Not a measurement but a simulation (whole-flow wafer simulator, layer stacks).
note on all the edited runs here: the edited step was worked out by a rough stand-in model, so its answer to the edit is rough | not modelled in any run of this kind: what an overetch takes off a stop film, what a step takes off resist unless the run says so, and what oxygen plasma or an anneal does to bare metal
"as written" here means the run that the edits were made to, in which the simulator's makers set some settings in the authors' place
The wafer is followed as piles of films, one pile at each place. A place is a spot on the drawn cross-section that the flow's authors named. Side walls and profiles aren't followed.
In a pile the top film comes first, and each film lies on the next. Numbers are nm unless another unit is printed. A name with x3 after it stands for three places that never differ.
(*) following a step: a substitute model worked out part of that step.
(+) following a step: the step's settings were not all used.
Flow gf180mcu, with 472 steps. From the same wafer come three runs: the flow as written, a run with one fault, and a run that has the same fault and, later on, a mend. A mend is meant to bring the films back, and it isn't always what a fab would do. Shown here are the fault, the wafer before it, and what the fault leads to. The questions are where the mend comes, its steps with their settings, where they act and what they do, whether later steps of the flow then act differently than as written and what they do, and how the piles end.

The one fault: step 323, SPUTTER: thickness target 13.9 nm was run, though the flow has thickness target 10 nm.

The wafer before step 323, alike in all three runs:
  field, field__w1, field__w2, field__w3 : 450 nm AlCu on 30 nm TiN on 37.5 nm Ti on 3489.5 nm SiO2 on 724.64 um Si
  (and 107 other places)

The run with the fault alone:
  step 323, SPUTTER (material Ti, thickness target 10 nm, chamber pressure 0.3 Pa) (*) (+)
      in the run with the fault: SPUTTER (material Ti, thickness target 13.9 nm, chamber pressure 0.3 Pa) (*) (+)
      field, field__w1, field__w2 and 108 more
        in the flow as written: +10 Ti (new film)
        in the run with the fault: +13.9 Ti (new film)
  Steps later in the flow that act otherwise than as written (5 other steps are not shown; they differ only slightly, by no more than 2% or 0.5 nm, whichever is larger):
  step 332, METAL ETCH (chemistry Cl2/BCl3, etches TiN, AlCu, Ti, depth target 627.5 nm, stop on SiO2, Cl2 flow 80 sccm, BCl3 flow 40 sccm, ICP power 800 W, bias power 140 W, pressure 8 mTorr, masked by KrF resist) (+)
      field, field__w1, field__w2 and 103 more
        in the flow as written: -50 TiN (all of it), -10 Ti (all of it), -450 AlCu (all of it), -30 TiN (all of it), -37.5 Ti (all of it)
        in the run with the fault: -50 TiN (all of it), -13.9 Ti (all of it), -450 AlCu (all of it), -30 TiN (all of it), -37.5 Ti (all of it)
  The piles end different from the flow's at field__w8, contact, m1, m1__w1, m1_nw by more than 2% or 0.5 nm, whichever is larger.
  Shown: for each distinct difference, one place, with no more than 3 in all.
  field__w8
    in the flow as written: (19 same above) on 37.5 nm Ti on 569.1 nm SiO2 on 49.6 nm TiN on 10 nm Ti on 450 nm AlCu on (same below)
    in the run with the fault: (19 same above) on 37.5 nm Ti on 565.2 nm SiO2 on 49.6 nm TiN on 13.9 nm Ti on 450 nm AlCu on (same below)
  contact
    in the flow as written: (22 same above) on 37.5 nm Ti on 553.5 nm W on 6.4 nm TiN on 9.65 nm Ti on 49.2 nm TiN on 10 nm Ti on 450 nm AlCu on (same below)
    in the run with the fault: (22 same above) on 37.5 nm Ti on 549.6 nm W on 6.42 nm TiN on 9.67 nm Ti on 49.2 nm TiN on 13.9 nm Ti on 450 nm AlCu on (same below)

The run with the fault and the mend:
  The mend stands after step 323.
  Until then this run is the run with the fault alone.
  step 323a, METAL ETCH (chemistry Cl2/BCl3, etches TiN, AlCu, Ti, depth target 3.9 nm, Cl2 flow 80 sccm, BCl3 flow 40 sccm, ICP power 800 W, bias power 140 W, pressure 8 mTorr) (a further turn of the flow's step 260, with different settings)
      field, field__w1, field__w2 and 108 more
        -3.9 Ti
  None of the later steps of the flow acts differently than as written at any place that is followed.
  By the end, the piles equal the flow's at every place that both follow.
